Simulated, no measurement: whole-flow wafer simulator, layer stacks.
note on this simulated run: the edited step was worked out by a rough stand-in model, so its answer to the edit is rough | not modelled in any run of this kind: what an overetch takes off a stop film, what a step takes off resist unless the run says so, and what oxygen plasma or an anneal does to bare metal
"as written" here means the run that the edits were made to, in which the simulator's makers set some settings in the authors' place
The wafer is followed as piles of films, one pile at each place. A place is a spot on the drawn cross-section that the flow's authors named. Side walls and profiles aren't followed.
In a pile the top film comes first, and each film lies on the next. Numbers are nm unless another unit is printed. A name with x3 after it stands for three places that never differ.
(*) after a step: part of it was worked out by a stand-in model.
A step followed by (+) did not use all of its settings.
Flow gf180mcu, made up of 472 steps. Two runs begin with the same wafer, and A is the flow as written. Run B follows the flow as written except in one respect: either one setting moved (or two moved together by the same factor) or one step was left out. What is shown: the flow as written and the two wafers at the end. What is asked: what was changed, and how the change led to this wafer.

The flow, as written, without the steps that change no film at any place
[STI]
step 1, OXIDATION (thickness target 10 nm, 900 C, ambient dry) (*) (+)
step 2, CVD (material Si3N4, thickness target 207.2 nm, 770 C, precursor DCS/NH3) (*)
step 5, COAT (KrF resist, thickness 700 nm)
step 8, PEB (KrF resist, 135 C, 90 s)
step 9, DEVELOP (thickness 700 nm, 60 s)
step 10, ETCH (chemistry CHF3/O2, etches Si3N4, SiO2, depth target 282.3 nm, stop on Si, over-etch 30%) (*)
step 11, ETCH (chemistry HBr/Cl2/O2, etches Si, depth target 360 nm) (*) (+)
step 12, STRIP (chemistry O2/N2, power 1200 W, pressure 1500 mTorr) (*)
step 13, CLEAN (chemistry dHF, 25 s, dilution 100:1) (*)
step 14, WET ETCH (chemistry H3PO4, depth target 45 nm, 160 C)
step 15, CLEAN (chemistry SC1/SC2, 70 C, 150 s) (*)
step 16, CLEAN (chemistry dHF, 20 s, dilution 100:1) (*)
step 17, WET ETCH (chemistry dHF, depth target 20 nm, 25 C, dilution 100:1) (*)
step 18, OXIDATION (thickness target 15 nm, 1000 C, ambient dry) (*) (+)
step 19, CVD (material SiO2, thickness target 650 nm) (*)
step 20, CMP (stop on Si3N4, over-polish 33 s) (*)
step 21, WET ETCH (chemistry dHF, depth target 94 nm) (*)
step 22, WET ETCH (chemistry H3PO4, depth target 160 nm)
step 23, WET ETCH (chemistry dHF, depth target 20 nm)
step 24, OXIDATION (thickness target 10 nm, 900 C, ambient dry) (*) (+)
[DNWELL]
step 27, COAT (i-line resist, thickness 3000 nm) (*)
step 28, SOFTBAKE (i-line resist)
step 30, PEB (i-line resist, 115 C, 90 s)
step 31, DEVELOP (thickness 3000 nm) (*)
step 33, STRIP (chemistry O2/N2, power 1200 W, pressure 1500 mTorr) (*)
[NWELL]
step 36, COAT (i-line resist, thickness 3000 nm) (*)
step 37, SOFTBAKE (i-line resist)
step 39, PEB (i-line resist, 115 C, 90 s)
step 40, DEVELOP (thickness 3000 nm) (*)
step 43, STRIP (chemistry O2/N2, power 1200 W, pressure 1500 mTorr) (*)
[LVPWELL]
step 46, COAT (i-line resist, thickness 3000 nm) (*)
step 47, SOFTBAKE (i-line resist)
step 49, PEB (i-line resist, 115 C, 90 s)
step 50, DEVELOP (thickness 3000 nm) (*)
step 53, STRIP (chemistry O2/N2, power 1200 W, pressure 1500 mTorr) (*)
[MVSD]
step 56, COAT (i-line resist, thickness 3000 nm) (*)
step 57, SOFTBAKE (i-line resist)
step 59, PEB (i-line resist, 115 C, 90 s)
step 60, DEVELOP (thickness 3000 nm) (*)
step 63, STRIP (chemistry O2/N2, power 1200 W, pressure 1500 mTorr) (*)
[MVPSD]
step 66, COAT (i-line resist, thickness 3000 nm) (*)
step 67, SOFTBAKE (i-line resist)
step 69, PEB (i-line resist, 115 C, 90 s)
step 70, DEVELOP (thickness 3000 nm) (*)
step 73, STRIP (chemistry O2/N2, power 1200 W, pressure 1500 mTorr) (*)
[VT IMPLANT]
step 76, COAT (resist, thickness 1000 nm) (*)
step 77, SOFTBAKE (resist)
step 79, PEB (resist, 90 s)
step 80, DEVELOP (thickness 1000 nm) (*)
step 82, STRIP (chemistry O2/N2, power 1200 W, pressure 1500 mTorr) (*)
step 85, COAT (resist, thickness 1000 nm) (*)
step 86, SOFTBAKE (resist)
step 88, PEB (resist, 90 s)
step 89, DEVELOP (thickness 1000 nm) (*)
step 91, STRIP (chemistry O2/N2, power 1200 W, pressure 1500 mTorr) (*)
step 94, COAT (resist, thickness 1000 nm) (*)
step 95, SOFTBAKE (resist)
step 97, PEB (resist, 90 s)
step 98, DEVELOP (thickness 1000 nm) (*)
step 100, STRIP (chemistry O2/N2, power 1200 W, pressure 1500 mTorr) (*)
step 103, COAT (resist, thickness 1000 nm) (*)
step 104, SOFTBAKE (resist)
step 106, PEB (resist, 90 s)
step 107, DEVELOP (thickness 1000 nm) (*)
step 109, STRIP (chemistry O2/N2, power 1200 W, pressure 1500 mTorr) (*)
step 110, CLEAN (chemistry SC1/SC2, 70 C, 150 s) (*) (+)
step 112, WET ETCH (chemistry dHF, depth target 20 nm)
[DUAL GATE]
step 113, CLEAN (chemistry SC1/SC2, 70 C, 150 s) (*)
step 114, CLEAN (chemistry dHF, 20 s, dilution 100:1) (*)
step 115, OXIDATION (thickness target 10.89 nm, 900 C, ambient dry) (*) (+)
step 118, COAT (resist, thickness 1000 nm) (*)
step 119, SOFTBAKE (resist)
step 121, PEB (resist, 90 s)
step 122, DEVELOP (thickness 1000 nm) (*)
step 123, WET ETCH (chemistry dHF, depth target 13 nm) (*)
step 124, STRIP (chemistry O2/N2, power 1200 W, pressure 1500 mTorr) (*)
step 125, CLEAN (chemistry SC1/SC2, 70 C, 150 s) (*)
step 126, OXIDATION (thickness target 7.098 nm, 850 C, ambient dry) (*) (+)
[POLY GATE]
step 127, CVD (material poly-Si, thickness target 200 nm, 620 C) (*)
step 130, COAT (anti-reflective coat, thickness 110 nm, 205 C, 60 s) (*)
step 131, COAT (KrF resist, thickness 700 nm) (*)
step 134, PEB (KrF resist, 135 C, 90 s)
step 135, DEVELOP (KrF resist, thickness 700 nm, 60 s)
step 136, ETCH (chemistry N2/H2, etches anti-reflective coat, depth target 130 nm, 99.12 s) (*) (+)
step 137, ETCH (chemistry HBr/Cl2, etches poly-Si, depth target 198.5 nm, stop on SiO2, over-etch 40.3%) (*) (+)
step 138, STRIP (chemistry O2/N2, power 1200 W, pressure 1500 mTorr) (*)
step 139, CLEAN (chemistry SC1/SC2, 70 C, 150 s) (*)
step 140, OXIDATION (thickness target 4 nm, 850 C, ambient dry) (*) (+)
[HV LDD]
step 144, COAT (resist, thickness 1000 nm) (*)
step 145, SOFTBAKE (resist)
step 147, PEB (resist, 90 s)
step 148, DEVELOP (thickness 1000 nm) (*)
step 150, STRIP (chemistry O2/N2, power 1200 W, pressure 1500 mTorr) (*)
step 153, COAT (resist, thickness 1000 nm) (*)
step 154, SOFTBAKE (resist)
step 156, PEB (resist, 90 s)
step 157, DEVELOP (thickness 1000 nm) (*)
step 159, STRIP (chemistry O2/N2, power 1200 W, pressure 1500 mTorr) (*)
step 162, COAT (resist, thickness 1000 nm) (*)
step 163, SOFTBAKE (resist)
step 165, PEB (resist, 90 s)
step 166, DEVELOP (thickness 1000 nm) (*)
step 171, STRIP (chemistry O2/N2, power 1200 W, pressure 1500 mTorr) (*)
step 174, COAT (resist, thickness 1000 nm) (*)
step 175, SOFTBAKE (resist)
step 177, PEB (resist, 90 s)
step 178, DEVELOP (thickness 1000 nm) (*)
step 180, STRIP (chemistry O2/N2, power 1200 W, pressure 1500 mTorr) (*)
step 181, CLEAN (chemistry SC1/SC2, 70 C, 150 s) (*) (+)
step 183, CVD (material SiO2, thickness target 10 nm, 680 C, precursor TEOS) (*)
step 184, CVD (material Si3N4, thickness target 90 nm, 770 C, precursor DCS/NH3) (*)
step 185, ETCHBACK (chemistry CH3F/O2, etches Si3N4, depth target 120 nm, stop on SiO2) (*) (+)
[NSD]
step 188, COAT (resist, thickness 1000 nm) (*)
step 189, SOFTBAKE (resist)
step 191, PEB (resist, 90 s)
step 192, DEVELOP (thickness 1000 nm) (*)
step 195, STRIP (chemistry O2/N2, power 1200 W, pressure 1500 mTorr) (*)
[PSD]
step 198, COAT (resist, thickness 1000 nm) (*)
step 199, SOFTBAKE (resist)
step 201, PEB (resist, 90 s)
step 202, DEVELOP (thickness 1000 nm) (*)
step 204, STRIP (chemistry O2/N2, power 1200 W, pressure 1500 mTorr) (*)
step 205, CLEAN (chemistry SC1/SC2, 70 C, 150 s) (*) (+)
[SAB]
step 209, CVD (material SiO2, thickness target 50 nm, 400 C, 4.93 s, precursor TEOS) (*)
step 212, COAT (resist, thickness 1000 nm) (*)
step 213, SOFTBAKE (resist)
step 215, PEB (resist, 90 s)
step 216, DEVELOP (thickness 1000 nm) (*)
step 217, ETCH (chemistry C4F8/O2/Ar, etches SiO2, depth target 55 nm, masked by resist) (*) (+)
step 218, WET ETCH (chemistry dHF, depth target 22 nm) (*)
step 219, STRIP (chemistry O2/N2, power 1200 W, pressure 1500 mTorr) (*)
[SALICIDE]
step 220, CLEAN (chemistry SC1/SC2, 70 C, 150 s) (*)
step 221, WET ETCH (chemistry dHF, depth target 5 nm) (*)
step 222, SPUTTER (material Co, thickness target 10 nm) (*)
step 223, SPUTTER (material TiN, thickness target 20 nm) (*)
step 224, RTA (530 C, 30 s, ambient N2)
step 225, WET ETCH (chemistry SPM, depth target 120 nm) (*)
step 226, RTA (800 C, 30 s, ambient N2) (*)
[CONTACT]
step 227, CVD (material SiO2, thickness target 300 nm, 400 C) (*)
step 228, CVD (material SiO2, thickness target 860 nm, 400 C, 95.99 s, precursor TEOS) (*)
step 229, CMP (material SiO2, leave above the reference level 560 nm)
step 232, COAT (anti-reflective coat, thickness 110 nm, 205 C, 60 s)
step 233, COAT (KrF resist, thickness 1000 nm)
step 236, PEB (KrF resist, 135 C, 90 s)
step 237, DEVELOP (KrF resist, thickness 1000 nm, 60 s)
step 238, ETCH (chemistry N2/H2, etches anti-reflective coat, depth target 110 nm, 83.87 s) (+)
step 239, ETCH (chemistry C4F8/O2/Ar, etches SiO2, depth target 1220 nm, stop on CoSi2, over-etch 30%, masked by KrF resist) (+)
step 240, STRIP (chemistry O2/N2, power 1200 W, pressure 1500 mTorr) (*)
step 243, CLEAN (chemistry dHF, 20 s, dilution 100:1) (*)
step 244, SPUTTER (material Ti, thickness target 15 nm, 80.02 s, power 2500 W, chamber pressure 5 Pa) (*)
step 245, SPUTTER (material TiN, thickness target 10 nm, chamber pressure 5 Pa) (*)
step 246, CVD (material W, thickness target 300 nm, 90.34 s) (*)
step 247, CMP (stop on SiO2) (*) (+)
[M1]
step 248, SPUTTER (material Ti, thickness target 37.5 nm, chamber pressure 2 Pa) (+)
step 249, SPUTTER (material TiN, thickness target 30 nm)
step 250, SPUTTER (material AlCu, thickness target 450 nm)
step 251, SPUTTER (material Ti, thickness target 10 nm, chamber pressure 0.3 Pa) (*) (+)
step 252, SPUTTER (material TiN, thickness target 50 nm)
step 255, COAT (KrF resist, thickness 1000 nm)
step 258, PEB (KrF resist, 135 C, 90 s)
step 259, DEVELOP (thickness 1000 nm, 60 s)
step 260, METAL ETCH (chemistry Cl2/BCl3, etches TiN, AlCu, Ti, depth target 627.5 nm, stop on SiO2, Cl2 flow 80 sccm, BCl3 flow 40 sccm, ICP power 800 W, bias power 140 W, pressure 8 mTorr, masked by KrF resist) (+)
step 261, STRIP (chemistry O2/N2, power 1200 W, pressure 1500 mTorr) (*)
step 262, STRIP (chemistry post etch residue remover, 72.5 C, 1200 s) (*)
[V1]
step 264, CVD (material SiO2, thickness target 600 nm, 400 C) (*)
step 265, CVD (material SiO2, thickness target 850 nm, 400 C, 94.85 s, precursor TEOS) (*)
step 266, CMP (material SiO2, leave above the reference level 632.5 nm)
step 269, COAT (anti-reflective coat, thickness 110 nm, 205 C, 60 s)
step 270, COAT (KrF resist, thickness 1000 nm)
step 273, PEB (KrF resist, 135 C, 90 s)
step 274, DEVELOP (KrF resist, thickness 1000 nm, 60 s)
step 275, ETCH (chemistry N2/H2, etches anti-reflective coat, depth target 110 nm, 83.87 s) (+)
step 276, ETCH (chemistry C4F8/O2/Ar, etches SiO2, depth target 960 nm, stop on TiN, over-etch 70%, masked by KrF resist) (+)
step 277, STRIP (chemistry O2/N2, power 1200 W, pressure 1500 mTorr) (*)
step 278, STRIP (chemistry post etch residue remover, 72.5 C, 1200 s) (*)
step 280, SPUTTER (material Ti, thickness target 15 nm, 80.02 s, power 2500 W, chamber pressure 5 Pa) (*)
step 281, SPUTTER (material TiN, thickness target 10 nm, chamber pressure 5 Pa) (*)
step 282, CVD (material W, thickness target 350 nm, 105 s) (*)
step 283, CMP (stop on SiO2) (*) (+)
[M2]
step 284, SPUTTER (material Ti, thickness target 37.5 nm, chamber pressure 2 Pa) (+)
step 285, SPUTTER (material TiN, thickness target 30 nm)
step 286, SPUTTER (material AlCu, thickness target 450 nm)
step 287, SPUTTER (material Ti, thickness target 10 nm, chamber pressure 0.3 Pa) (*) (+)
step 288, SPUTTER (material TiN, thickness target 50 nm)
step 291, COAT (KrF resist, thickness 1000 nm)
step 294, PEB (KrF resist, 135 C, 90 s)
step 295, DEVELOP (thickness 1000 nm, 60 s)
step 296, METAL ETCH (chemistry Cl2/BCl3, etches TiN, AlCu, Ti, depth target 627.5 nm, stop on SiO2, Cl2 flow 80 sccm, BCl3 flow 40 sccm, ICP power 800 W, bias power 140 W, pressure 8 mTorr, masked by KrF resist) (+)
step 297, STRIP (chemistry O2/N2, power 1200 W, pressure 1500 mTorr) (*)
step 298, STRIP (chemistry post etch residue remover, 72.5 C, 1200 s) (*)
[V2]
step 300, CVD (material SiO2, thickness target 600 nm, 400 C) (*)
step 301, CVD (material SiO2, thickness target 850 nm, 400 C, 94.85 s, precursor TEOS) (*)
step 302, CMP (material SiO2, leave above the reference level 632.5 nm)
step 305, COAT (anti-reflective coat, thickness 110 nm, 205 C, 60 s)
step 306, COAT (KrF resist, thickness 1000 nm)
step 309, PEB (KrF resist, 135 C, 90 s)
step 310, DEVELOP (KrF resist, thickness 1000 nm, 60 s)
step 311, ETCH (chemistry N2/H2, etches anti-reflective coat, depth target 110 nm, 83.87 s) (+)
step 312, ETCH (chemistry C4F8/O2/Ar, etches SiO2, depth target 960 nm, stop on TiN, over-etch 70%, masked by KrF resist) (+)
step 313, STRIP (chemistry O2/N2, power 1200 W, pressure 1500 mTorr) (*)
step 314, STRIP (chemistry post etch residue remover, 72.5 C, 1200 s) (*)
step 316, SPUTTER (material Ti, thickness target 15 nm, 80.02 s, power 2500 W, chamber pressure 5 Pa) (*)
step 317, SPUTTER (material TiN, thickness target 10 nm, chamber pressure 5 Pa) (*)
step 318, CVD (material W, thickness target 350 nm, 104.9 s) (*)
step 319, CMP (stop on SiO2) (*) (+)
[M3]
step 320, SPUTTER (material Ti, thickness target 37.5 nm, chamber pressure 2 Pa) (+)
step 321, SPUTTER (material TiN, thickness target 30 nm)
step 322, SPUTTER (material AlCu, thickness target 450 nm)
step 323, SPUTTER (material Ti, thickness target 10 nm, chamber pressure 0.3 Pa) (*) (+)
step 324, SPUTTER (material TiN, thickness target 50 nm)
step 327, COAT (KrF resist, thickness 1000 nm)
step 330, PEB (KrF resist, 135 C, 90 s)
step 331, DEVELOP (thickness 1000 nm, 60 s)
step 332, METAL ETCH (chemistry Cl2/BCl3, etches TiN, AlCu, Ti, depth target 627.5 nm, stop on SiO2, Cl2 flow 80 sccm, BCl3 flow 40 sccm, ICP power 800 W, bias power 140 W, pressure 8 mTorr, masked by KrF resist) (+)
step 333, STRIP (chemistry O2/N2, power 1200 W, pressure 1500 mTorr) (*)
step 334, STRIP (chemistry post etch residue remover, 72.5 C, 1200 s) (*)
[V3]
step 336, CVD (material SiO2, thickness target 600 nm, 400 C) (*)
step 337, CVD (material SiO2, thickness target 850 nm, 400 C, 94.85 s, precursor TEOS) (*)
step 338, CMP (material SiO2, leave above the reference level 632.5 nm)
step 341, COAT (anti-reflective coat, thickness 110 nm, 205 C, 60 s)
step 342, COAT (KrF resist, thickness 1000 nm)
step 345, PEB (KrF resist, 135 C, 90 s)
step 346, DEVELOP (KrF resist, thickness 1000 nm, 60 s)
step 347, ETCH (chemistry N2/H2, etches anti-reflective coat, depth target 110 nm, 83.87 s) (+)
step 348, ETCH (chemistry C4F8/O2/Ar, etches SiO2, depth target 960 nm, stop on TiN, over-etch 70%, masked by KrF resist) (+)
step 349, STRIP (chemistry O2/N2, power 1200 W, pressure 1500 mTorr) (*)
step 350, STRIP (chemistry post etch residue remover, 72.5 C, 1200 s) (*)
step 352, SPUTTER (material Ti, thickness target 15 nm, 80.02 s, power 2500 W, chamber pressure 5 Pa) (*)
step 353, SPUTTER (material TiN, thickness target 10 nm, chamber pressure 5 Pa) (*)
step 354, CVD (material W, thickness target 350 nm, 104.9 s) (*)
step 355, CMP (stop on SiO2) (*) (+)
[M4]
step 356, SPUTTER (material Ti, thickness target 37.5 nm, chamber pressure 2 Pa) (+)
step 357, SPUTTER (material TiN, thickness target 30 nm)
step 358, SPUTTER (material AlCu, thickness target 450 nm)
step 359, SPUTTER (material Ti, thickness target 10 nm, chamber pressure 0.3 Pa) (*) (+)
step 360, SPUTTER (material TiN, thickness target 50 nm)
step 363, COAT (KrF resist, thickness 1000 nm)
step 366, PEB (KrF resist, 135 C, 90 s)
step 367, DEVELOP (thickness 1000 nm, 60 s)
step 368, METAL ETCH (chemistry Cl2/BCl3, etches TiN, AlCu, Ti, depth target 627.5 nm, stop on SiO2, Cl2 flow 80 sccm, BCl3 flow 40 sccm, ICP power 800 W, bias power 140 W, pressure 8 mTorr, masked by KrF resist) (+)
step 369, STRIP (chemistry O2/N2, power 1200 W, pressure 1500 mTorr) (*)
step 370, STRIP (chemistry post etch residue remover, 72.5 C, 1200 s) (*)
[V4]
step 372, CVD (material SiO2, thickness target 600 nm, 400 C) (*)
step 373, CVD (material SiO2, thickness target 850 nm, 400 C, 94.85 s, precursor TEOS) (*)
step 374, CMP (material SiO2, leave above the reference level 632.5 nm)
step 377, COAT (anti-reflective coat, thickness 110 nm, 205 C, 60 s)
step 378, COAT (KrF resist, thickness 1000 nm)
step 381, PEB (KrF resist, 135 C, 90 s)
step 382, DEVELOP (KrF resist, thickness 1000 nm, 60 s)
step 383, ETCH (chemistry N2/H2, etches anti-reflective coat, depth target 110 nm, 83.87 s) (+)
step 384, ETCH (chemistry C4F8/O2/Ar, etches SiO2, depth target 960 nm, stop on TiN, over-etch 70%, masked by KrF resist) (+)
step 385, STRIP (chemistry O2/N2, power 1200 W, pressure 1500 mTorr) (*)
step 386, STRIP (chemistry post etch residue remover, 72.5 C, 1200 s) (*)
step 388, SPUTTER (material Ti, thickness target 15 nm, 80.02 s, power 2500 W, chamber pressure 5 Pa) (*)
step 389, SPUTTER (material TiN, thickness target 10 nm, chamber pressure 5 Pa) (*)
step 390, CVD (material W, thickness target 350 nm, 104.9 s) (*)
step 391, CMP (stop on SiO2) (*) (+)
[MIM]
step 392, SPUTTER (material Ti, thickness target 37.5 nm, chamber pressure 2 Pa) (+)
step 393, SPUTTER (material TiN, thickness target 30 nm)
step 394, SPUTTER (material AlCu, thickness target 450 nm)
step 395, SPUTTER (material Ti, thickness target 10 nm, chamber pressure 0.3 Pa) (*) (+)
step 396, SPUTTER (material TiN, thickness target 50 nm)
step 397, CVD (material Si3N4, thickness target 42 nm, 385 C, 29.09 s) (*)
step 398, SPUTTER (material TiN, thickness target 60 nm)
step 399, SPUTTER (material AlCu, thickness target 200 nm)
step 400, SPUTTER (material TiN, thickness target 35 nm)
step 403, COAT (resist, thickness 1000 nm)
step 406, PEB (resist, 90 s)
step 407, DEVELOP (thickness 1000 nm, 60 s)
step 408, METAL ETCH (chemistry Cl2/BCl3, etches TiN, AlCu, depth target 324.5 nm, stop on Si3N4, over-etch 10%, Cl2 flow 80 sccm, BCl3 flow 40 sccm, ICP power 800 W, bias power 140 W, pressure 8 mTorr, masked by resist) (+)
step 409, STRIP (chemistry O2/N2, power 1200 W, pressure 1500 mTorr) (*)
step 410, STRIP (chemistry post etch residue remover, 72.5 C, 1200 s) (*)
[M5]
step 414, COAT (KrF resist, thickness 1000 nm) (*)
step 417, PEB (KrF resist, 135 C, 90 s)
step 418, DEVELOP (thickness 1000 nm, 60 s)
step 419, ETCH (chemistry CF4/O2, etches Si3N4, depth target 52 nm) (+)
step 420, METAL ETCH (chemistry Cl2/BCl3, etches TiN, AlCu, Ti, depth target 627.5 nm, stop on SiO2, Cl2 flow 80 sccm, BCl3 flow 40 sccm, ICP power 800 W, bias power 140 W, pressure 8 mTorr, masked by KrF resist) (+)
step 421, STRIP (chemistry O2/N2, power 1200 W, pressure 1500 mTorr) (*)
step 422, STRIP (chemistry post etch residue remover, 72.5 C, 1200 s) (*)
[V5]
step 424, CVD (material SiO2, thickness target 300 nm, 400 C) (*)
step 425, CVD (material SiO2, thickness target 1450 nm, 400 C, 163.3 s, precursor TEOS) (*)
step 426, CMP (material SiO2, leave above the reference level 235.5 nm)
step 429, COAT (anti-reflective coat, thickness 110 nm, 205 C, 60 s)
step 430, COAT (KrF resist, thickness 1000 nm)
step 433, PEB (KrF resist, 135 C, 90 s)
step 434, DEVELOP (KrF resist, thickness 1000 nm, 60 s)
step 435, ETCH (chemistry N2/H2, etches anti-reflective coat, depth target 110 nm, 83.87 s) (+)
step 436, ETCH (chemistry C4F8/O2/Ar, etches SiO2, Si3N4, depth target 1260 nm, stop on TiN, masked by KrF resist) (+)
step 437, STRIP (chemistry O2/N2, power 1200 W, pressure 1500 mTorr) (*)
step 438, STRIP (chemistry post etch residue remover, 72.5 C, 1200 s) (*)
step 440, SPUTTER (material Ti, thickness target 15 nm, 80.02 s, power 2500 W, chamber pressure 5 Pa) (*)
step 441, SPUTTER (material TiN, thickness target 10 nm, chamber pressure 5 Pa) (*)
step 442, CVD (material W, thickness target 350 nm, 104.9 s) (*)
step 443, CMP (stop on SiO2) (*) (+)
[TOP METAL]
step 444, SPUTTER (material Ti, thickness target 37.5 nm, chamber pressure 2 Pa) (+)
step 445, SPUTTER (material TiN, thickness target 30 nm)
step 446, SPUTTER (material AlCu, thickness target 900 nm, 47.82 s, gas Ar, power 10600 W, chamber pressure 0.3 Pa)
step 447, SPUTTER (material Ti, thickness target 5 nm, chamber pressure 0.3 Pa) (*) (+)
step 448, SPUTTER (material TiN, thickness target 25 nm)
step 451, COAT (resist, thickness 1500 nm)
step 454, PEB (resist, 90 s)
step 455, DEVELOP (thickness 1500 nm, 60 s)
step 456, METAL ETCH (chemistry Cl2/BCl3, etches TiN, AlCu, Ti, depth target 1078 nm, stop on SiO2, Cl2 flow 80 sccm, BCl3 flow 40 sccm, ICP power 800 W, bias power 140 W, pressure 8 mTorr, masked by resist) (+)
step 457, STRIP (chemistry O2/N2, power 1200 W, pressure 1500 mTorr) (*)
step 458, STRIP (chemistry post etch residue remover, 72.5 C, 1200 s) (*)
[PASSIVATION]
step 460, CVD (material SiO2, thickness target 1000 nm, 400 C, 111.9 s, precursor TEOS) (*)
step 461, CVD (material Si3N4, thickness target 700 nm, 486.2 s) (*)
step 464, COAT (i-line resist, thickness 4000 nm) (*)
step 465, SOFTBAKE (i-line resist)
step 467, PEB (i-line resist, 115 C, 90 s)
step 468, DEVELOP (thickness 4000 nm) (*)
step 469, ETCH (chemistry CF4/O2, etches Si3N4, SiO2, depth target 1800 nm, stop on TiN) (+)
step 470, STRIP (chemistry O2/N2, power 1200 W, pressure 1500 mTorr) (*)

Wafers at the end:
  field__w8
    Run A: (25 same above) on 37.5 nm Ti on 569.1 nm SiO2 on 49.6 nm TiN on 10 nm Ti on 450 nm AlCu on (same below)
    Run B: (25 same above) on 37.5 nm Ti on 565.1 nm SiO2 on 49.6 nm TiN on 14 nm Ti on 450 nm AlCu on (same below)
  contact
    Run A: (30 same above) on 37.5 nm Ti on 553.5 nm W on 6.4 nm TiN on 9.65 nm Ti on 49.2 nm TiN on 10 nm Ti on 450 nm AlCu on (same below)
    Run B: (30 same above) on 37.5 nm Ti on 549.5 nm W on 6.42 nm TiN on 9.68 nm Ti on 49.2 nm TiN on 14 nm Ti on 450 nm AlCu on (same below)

What caused this: step 287, SPUTTER: thickness target 14 nm was run, while the flow as written has thickness target 10 nm.
The wafer itself shows it: field__w8 has Ti 14, and step 287 as written asks for 10 nm.

The path from the change to this, step by step:
  step 287, SPUTTER (material Ti, thickness target 10 nm, chamber pressure 0.3 Pa) (*) (+)
      field, field__w1, field__w2 and 108 more: A Ti gains 10 (new film) | B Ti gains 14 (new film)
  step 296, METAL ETCH (chemistry Cl2/BCl3, etches TiN, AlCu, Ti, depth target 627.5 nm, stop on SiO2, Cl2 flow 80 sccm, BCl3 flow 40 sccm, ICP power 800 W, bias power 140 W, pressure 8 mTorr, masked by KrF resist) (+)
      field, field__w1, field__w2 and 103 more: A TiN loses 50 (all of it), Ti loses 10 (all of it), AlCu loses 450 (all of it), TiN loses 30 (all of it), Ti loses 37.5 (all of it) | B TiN loses 50 (all of it), Ti loses 14 (all of it), AlCu loses 450 (all of it), TiN loses 30 (all of it), Ti loses 37.5 (all of it)
